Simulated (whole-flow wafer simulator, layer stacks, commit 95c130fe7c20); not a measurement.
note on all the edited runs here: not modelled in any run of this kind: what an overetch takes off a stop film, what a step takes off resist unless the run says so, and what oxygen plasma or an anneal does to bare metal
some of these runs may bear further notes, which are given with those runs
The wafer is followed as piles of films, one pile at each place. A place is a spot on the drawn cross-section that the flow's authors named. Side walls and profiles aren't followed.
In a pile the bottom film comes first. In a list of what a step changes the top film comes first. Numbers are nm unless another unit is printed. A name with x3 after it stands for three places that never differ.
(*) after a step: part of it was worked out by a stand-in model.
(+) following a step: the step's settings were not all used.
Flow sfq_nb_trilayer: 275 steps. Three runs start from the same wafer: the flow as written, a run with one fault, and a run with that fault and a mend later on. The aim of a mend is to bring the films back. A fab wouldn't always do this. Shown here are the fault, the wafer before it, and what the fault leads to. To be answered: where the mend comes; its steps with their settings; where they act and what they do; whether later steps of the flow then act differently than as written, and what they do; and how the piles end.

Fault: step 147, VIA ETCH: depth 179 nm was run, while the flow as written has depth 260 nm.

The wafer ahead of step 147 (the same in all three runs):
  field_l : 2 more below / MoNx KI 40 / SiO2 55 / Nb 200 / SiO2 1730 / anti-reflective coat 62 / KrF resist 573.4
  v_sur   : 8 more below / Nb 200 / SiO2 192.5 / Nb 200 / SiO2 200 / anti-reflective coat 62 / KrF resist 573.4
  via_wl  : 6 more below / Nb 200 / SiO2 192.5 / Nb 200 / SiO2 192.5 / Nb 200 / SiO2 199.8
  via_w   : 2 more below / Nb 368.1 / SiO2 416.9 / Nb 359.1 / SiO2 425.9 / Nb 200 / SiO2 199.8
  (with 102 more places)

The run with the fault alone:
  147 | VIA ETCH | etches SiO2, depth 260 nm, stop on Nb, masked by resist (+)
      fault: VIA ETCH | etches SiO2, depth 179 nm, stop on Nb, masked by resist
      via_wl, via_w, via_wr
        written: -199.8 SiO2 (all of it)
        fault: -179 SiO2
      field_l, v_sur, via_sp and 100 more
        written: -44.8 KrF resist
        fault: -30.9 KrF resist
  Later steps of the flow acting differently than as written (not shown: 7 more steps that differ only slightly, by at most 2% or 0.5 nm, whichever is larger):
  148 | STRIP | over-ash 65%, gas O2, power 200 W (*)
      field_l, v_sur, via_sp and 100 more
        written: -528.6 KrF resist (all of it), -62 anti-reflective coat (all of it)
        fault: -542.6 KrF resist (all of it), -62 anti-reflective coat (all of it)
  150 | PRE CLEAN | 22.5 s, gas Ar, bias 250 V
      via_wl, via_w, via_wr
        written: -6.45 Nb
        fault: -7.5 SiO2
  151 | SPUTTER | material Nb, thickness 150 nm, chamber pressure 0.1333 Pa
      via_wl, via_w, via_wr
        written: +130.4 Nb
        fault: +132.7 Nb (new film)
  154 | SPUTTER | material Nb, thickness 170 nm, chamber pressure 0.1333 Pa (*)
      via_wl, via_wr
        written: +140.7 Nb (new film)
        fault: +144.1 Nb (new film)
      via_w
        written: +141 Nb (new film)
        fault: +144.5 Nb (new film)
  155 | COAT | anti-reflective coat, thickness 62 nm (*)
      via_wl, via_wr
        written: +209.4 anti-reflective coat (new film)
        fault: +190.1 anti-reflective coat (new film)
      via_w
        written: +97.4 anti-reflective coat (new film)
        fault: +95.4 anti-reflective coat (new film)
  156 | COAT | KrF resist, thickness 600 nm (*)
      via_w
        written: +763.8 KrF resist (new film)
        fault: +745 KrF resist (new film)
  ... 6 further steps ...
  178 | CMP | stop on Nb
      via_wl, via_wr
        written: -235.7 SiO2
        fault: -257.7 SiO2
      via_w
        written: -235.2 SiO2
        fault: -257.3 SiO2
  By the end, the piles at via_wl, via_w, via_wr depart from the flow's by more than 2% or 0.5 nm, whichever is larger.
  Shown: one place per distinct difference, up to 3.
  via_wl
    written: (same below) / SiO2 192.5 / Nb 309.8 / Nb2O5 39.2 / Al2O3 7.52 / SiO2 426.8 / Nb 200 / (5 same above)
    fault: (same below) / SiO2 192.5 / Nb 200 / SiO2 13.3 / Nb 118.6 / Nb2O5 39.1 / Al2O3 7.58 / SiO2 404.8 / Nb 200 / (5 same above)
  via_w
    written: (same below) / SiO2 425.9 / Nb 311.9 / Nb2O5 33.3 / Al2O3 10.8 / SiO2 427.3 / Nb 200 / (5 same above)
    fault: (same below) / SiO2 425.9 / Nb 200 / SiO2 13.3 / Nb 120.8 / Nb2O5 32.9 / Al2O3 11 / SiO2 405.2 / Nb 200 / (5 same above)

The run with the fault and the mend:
  After step 148 comes the mend.
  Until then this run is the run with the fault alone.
  148a | COAT | anti-reflective coat, thickness 62 nm (*) (a further turn of the flow's step 140)
      p4_fl x3, p4_w1 x9, p4_g1 x2 and 63 more
        +62 anti-reflective coat (new film)
      res, r_end, moat and 8 more
        +61.7 anti-reflective coat (new film)
      c5j, ce_r, sp_r, be_r, r_sur
        +61.6 anti-reflective coat (new film)
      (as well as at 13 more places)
  148b | COAT | KrF resist, thickness 650 nm (*) (a further turn of the flow's step 141)
      p4_fl x3, p4_w1 x9, p4_g1 x2 and 63 more
        +650 KrF resist (new film)
      field_r, lsp_l, ln_m5, lsp_m, ln_m6, lsp_r, l0_sur
        +649.4 KrF resist (new film)
      res, r_end, moat, l0v
        +649.3 KrF resist (new film)
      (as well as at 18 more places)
  148c | SOFTBAKE | KrF resist (a further turn of the flow's step 142)
      alters no film at any place that is followed
  148d | EXPOSE | photomask I4, dose 11.93 mJ/cm2, NA 0.6, wavelength 248 nm (*) (a further turn of the flow's step 143)
      alters no film at any place that is followed
  148e | PEB | KrF resist, 90 s (a further turn of the flow's step 144)
      c5j, ce_r, sp_r and 90 more
        -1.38 KrF resist
      v_sur, wire, be, be_sur, gap, jj_sur, ce_l
        -1.37 KrF resist
      via_wl, via_wr
        -1.55 KrF resist
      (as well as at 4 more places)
  148f | DEVELOP | KrF resist, thickness 650 nm, 60 s (a further turn of the flow's step 145)
      field_l, v_sur, via_sp and 100 more
        -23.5 KrF resist
      via_wl
        -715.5 KrF resist (all of it)
      via_w
        -770.4 KrF resist (all of it)
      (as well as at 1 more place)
  148g | VIA ETCH | etches anti-reflective coat, depth 125 nm, masked by resist (+) (a further turn of the flow's step 146)
      field_l, v_sur, via_sp and 100 more
        -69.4 KrF resist
      via_wl, via_wr
        -125 anti-reflective coat
      via_w
        -82.7 anti-reflective coat (all of it), -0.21 SiO2
  148h | VIA ETCH | etches SiO2, depth 81 nm, stop on Nb, masked by resist (*) (+) (a further turn of the flow's step 147, with different settings)
      field_l, v_sur, via_sp and 100 more
        -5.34 KrF resist
      via_wl
        -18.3 anti-reflective coat (all of it), -20.8 SiO2 (all of it)
      via_w
        -20.6 SiO2 (all of it)
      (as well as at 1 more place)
  148i | STRIP | over-ash 65%, gas O2, power 200 W (*) (a further turn of the flow's step 148)
      p4_fl x3, p4_w1 x9, p4_g1 x2 and 63 more
        -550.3 KrF resist (all of it), -62 anti-reflective coat (all of it)
      moat, field_r, lsp_l, ln_m5, lsp_m, ln_m6, lsp_r, l0_sur
        -549.7 KrF resist (all of it), -61.7 anti-reflective coat (all of it)
      res, r_end, l0v
        -549.6 KrF resist (all of it), -61.7 anti-reflective coat (all of it)
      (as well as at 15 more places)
  Later steps of the flow that are run all act as written at every place that is followed, up to a difference of at most 2% or 0.5 nm, whichever is larger.
  By the end, the piles equal the flow's at every place that both follow.
